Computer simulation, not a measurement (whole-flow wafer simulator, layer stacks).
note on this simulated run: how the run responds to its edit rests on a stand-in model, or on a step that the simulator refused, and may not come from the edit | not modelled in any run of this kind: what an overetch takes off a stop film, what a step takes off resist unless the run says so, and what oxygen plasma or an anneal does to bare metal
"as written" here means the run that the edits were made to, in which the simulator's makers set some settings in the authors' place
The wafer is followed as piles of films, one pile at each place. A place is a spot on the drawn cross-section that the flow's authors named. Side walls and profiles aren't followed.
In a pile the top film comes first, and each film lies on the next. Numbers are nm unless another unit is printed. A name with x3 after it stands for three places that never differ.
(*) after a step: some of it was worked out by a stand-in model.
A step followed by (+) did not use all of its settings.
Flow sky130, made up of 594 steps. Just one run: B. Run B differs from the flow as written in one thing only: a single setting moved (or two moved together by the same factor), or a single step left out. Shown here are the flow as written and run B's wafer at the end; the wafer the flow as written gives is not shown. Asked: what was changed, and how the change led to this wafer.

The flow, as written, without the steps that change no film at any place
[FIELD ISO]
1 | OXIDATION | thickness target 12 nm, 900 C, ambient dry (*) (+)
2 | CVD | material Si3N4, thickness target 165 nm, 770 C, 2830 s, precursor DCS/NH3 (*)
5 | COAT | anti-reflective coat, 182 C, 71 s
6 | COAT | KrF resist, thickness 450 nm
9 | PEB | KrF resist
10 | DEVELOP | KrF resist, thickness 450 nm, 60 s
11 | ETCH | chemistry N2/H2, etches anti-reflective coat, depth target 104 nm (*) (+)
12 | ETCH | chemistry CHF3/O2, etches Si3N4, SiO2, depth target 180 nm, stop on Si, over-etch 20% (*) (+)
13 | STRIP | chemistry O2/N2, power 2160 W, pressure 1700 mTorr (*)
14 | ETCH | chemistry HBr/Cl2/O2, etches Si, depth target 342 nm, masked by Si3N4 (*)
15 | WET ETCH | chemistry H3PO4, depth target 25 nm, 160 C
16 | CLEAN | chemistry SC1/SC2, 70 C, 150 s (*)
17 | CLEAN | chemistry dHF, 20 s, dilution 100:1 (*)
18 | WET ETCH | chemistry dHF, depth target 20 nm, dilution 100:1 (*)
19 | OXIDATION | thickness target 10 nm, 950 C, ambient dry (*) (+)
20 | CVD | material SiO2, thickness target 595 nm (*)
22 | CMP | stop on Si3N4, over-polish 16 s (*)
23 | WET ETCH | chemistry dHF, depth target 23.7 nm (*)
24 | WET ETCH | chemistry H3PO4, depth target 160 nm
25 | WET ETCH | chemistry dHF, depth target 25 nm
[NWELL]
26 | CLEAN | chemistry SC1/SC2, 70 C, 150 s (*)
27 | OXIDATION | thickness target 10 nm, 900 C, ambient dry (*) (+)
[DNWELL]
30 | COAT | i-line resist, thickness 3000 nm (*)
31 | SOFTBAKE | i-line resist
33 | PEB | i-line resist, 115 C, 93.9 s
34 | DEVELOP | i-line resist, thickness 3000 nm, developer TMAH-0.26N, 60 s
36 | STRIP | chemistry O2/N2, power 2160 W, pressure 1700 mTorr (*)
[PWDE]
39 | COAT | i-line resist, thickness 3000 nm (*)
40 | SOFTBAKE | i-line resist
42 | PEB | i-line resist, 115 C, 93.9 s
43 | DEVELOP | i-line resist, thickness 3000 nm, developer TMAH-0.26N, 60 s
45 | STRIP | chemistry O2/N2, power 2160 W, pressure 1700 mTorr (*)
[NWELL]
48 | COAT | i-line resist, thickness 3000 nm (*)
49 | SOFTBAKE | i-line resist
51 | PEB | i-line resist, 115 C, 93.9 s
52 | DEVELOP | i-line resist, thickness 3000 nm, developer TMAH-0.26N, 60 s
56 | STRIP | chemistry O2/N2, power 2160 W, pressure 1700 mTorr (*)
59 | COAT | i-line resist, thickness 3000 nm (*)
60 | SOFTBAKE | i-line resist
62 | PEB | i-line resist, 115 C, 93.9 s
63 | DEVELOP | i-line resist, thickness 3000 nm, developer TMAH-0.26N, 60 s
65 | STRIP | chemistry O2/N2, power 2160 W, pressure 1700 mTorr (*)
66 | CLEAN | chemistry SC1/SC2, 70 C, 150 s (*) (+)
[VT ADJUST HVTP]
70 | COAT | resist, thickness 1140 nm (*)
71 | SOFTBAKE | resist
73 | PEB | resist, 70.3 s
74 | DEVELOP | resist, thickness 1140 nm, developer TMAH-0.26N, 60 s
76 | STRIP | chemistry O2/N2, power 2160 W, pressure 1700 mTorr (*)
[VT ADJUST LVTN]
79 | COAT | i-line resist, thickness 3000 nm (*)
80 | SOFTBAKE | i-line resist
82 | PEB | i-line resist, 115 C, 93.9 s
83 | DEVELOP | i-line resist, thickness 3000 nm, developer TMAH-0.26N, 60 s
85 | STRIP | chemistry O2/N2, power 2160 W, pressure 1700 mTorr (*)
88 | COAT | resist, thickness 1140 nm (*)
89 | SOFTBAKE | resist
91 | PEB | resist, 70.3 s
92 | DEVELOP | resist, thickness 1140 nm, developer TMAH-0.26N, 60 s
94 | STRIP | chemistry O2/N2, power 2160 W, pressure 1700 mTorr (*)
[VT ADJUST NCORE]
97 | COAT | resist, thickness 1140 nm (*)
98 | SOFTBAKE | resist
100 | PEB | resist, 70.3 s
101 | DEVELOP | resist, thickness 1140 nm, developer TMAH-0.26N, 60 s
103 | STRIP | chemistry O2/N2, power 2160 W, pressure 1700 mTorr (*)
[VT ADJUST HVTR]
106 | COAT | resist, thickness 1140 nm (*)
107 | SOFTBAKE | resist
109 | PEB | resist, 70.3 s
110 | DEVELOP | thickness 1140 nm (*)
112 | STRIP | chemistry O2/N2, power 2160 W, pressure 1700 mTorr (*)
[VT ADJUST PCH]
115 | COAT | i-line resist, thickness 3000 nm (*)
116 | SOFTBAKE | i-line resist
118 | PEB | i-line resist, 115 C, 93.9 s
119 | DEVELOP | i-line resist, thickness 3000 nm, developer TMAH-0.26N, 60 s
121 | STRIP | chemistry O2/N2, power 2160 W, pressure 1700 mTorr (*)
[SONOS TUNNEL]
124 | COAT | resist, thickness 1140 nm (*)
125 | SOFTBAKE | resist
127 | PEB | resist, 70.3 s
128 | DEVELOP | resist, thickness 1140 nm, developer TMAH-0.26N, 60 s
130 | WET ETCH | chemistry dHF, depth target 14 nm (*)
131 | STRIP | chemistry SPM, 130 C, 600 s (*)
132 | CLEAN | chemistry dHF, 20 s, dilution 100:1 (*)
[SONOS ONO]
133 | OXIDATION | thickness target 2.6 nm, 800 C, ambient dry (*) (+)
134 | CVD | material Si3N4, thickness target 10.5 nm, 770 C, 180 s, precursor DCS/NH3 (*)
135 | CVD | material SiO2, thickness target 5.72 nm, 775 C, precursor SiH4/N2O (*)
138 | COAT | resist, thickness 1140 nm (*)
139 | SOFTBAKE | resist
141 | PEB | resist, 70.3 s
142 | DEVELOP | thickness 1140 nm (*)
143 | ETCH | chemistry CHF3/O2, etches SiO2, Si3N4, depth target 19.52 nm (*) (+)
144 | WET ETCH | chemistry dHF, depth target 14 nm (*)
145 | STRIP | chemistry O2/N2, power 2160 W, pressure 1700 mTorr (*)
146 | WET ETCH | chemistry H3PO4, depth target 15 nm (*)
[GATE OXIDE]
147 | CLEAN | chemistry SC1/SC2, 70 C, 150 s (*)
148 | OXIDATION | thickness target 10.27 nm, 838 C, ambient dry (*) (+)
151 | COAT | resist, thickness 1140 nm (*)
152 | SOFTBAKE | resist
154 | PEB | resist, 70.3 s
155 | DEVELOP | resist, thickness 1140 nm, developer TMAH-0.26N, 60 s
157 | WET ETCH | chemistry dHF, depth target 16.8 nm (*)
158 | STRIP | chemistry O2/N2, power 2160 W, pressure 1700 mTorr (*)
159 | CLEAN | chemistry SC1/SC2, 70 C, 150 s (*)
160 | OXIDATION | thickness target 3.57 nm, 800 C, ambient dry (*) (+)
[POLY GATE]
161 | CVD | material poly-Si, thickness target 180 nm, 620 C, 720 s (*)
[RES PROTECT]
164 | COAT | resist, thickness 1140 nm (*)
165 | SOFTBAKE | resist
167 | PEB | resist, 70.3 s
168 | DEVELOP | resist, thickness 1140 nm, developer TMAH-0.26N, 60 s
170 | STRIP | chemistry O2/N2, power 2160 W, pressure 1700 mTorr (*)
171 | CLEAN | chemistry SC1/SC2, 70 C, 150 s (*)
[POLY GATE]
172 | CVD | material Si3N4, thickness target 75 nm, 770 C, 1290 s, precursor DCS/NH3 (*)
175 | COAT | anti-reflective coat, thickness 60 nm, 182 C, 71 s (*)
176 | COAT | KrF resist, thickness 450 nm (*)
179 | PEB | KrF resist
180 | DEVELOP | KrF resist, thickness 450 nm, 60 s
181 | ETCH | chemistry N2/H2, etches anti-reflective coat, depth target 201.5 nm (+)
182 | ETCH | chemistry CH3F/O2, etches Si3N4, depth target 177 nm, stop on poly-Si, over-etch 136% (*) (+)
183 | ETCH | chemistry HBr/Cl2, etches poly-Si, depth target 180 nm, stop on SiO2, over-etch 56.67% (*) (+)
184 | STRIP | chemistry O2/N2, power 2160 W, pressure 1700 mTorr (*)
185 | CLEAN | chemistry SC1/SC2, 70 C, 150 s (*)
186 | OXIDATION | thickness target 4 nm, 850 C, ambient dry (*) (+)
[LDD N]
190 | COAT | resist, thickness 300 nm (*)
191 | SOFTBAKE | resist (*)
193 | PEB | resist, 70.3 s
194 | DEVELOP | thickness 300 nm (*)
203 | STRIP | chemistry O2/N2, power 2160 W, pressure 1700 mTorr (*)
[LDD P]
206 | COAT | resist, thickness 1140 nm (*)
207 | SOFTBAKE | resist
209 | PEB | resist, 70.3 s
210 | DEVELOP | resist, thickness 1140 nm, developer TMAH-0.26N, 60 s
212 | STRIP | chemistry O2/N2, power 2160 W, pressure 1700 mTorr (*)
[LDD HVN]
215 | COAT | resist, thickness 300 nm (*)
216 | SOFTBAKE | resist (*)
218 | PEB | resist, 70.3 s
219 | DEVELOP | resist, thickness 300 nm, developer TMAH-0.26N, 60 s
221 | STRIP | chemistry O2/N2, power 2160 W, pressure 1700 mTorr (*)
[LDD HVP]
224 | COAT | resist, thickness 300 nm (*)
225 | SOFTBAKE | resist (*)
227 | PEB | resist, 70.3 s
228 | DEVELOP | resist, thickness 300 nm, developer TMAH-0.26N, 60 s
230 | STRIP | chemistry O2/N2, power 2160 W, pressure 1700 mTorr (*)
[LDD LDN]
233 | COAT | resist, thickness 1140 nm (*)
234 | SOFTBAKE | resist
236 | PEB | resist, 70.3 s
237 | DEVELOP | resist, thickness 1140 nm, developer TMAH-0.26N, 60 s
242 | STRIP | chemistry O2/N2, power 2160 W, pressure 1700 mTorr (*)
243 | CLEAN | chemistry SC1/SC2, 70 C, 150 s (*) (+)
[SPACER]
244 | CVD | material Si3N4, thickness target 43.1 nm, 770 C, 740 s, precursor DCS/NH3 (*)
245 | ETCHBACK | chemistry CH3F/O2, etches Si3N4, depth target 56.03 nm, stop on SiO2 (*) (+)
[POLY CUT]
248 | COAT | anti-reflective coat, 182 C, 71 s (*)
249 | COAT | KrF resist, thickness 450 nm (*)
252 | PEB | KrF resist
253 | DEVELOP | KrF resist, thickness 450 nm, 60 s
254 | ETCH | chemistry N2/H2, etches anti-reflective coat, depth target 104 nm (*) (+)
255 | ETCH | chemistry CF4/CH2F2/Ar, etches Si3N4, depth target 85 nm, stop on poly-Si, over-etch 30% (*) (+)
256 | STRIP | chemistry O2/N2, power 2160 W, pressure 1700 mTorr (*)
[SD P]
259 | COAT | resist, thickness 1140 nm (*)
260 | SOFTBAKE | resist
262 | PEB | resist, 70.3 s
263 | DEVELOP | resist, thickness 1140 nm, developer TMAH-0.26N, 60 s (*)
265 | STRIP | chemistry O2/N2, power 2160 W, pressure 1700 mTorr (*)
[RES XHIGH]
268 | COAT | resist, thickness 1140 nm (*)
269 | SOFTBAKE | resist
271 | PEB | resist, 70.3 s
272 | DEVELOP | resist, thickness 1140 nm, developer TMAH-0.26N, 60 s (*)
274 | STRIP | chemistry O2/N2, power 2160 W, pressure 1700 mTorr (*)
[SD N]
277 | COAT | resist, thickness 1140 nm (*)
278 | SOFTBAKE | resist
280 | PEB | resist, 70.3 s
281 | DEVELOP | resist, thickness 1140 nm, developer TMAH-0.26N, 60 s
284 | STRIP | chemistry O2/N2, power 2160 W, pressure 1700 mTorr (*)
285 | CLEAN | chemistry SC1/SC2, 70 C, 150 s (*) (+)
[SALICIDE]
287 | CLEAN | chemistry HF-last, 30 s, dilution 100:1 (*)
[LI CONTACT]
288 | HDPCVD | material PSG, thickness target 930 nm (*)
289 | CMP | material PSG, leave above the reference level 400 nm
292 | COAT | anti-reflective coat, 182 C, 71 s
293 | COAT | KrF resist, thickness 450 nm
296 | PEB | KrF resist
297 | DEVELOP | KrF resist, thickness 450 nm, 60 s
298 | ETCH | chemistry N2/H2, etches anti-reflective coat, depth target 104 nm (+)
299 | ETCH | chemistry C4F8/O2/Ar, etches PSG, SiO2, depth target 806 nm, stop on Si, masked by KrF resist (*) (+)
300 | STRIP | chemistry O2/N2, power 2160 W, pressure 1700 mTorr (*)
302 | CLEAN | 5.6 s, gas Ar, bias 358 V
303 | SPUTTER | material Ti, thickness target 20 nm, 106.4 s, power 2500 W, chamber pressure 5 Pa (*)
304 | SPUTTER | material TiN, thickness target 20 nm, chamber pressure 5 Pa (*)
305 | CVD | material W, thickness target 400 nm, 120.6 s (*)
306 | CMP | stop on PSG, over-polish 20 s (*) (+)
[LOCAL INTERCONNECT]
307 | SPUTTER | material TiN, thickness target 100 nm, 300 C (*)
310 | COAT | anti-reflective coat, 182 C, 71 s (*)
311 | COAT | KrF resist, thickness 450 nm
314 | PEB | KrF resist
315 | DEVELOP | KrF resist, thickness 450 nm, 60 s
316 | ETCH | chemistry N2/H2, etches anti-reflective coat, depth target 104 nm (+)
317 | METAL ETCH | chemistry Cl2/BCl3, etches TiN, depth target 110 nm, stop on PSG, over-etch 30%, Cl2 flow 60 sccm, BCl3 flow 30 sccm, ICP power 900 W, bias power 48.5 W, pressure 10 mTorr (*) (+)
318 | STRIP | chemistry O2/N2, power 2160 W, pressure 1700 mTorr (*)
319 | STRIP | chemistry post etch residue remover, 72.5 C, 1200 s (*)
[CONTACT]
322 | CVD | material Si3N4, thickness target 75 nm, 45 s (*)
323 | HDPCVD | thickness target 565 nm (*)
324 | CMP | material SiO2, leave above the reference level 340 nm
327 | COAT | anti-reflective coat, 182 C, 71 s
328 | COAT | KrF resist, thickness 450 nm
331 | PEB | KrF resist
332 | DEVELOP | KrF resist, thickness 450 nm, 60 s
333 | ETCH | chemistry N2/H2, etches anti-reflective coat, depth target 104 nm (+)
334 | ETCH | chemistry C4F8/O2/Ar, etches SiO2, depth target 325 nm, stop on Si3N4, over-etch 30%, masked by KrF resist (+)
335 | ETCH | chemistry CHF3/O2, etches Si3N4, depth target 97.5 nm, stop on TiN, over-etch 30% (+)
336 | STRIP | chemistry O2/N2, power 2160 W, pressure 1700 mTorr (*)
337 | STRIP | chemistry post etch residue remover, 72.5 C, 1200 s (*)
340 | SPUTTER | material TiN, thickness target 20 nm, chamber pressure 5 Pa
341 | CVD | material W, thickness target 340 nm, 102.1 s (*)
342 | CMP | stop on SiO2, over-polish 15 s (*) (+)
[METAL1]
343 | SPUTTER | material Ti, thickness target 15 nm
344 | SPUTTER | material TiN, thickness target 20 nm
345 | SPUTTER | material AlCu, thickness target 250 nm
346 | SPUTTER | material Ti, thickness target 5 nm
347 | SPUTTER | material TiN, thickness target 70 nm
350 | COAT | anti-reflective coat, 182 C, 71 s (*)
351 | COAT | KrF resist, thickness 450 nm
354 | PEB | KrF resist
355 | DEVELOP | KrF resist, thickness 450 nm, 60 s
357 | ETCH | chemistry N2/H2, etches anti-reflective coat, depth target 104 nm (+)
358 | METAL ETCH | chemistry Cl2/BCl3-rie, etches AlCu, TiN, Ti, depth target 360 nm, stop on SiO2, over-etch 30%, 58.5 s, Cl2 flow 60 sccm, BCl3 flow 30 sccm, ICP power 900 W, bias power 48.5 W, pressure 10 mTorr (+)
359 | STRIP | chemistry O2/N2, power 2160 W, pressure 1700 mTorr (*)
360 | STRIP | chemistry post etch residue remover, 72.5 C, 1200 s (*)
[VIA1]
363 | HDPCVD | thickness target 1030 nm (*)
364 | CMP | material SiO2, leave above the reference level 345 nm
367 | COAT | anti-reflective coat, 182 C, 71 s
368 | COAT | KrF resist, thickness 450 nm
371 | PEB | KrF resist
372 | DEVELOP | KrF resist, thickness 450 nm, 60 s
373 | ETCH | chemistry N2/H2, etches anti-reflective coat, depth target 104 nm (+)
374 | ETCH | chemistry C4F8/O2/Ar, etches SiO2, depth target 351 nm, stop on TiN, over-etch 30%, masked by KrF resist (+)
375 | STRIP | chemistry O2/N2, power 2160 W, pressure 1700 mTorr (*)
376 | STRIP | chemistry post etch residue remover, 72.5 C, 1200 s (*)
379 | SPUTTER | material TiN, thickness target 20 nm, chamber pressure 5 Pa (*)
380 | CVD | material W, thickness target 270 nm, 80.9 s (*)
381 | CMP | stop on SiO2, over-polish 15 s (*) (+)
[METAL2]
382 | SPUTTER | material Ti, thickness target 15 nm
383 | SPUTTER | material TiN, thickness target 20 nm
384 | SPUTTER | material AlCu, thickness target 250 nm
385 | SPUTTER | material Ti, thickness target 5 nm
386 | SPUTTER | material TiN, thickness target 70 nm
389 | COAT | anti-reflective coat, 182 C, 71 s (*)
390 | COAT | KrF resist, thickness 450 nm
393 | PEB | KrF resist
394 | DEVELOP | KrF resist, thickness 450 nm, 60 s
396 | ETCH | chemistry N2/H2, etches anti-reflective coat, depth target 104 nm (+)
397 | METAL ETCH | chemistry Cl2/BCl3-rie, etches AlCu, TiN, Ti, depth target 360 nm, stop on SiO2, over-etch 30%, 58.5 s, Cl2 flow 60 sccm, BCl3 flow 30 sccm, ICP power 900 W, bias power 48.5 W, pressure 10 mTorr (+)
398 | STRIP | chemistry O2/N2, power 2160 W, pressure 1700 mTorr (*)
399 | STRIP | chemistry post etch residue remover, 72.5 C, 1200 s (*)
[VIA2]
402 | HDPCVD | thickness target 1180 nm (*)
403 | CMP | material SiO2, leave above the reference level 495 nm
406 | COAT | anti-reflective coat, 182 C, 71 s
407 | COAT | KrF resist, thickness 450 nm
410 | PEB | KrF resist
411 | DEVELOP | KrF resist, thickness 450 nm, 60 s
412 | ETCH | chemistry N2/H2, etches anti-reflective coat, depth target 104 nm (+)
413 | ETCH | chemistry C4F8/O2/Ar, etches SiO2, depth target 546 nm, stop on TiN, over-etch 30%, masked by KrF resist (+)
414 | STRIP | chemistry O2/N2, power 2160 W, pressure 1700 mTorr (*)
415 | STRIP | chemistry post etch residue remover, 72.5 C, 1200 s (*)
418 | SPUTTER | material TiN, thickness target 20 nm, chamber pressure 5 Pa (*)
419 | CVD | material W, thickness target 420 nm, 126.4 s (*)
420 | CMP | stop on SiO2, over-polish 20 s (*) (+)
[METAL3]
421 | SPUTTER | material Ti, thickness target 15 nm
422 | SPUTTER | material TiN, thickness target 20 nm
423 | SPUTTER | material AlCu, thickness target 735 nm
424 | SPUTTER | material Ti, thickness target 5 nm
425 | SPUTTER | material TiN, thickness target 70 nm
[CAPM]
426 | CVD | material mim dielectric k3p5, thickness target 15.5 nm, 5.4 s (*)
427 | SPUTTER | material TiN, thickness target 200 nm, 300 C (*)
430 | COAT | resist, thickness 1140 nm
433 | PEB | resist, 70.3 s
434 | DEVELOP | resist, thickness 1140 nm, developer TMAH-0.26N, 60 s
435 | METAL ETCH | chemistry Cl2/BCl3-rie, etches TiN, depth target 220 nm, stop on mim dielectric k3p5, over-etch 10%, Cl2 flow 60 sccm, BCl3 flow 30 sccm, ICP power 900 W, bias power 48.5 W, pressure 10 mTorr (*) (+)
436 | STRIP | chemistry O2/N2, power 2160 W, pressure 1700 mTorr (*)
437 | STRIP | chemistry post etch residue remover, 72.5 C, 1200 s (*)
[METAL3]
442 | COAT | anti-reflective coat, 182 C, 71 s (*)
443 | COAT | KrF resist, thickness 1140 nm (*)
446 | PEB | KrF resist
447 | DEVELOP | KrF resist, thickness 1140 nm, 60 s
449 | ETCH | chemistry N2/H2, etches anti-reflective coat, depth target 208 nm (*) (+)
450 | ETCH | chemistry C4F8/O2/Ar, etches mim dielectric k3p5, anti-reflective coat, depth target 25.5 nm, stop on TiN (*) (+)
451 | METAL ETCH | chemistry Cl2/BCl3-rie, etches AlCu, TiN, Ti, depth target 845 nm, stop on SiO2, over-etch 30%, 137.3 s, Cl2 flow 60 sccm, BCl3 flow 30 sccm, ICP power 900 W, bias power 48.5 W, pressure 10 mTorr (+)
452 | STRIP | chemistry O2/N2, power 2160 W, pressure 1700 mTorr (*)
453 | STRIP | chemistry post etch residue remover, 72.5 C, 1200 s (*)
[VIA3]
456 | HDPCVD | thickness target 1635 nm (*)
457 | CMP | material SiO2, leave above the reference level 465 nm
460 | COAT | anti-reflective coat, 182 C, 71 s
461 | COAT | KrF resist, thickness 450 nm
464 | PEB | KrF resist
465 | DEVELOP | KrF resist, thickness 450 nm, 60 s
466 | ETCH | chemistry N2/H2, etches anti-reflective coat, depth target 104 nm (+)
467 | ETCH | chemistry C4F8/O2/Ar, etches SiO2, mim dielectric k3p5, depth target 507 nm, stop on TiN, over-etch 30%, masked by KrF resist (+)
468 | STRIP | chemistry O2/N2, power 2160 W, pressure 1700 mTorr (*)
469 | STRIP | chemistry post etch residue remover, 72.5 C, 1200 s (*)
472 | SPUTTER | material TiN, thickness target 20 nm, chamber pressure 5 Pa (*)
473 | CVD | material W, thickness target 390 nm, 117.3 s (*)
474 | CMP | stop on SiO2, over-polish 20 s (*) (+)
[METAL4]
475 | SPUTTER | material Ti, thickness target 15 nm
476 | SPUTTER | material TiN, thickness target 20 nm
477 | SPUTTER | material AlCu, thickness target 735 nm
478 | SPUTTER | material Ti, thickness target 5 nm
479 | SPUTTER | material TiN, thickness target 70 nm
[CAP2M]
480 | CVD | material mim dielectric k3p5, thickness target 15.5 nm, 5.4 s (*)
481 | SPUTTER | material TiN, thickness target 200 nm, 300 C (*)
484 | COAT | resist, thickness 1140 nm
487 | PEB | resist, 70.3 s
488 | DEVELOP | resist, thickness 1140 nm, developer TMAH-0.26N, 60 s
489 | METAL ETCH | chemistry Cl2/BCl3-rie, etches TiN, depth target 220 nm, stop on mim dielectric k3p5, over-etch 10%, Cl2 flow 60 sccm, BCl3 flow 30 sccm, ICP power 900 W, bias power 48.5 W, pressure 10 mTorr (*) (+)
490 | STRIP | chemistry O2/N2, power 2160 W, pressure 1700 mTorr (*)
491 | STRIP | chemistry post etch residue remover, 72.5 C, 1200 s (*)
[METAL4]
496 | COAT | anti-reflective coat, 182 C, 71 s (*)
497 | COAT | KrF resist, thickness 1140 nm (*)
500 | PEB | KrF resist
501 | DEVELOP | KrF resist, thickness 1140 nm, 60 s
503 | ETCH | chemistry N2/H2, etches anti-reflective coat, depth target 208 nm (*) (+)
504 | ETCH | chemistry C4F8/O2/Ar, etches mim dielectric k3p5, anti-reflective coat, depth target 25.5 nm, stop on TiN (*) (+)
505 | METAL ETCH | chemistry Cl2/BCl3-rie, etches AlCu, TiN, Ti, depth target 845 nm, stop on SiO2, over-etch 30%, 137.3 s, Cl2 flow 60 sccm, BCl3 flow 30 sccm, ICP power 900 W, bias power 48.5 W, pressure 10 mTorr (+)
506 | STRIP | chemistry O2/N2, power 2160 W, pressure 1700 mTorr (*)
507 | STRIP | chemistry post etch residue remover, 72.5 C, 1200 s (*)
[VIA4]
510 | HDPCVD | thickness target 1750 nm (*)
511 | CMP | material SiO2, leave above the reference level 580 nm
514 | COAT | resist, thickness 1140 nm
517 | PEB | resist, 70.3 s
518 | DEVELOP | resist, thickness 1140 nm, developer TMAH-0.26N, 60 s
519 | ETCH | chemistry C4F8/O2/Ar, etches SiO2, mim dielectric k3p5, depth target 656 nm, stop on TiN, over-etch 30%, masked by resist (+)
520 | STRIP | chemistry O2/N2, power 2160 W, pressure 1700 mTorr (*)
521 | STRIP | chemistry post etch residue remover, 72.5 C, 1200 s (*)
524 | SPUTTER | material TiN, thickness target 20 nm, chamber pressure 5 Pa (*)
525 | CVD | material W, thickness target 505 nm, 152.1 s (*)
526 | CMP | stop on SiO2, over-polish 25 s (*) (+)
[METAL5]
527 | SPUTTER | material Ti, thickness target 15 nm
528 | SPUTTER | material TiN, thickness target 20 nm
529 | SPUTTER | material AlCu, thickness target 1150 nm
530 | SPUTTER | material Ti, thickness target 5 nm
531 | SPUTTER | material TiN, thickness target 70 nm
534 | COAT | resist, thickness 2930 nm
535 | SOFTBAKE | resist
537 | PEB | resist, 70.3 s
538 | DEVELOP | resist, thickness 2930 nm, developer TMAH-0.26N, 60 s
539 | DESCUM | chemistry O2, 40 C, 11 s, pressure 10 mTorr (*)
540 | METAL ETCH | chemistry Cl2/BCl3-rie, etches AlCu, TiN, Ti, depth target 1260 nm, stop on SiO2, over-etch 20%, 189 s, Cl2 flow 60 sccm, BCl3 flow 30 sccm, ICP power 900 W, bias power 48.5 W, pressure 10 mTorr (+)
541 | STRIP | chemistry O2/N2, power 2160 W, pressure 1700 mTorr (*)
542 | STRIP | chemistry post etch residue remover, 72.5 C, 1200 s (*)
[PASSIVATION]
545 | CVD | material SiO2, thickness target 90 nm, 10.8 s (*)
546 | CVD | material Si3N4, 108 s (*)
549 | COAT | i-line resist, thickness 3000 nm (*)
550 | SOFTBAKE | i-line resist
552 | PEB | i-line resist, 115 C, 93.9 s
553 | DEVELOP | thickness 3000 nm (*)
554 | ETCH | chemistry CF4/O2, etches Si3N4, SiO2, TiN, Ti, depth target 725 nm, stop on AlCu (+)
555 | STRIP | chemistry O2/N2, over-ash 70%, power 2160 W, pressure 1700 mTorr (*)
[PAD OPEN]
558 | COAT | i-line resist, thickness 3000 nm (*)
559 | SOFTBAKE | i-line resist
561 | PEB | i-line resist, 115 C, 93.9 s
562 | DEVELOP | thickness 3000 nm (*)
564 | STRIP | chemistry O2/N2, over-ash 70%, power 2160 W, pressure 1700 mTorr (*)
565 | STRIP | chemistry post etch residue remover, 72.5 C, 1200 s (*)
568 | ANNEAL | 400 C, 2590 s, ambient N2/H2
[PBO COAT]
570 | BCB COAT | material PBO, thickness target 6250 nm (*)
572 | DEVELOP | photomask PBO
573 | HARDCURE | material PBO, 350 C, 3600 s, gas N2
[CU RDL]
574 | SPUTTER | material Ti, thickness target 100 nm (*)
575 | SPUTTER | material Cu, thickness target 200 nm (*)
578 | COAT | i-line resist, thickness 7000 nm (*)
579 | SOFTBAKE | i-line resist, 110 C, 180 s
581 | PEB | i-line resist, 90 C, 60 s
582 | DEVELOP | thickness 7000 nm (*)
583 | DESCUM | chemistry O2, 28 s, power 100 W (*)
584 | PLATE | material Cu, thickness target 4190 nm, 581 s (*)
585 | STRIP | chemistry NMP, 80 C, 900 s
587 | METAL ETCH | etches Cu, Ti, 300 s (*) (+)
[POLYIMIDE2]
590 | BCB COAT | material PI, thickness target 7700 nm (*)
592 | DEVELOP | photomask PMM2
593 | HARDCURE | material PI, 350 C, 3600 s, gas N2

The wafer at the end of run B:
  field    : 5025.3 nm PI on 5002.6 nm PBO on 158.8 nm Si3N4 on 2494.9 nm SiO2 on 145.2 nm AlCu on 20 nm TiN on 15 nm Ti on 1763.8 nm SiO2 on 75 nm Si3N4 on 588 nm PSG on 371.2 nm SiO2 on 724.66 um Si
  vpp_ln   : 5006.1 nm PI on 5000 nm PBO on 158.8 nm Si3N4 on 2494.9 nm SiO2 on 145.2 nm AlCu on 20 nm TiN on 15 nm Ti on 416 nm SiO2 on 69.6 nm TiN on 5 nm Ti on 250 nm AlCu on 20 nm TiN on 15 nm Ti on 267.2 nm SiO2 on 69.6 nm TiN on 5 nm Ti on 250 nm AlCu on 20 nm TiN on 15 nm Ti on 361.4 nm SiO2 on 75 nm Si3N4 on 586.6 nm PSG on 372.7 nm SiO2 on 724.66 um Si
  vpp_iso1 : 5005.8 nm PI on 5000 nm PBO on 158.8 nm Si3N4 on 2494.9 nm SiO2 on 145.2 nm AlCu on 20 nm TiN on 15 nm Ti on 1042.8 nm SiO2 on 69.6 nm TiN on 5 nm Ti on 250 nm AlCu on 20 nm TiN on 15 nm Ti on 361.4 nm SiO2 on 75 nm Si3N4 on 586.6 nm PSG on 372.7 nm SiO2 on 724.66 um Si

What caused this: step 451, METAL ETCH: depth target 507 nm was run, while the flow as written has depth target 845 nm; step 451, METAL ETCH: 82.4 s was run, where the flow has 137.3 s.

The path from the change to this, step by step:
  451 | METAL ETCH | chemistry Cl2/BCl3-rie, etches AlCu, TiN, Ti, depth target 845 nm, stop on SiO2, over-etch 30%, 137.3 s, Cl2 flow 60 sccm, BCl3 flow 30 sccm, ICP power 900 W, bias power 48.5 W, pressure 10 mTorr (+)
      field, gate, spacer and 68 more: -70 TiN (all of it), -5 Ti (all of it), -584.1 AlCu (in the flow as written it would be: -70 TiN (all of it), -5 Ti (all of it), -735 AlCu (all of it), -20 TiN (all of it), -15 Ti (all of it), -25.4 SiO2)
      active, vpp_ln, vpp_iso2 and 11 more: -70 TiN (all of it), -5 Ti (all of it), -584.1 AlCu (in the flow as written it would be: -70 TiN (all of it), -5 Ti (all of it), -735 AlCu (all of it), -20 TiN (all of it), -15 Ti (all of it), -25.3 SiO2)
      (also at 107 further places)
  452 | STRIP | chemistry O2/N2, power 2160 W, pressure 1700 mTorr (*)
      n_well, p_well, gate_hv and 82 more: -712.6 KrF resist (all of it), -80 anti-reflective coat (all of it) (in the flow as written it would be: -492.9 KrF resist (all of it), -80 anti-reflective coat (all of it))
      m1, via2_hole: -712.7 KrF resist (all of it), -80.5 anti-reflective coat (all of it) (in the flow as written it would be: -493 KrF resist (all of it), -80.5 anti-reflective coat (all of it))
      (also at 20 further places)
  453 | STRIP | chemistry post etch residue remover, 72.5 C, 1200 s (*)
      field, active, gate and 82 more: -5.72 AlCu (in the flow as written it would be: nothing)
  456 | HDPCVD | thickness target 1635 nm (*)
      field, active, gate and 82 more: +1635 SiO2 (new film) (in the flow as written it would be: +1635 SiO2)
  457 | CMP | material SiO2, leave above the reference level 465 nm
      field, active, gate and 82 more: -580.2 SiO2 (in the flow as written it would be: -374.7 SiO2)
With metal films that touch counted as one body, field has 1 body; the flow as written gives 0 bodies.
With metal films that touch counted as one body, vpp_ln has 3 bodies (between them, from the top down: SiO2 416; SiO2 267.2); the flow as written gives 2 bodies (between them, from the top down: SiO2 267.2).
With metal films that touch counted as one body, vpp_iso1 has 2 bodies (between them, from the top down: SiO2 1042.8); the flow as written gives 1 body.
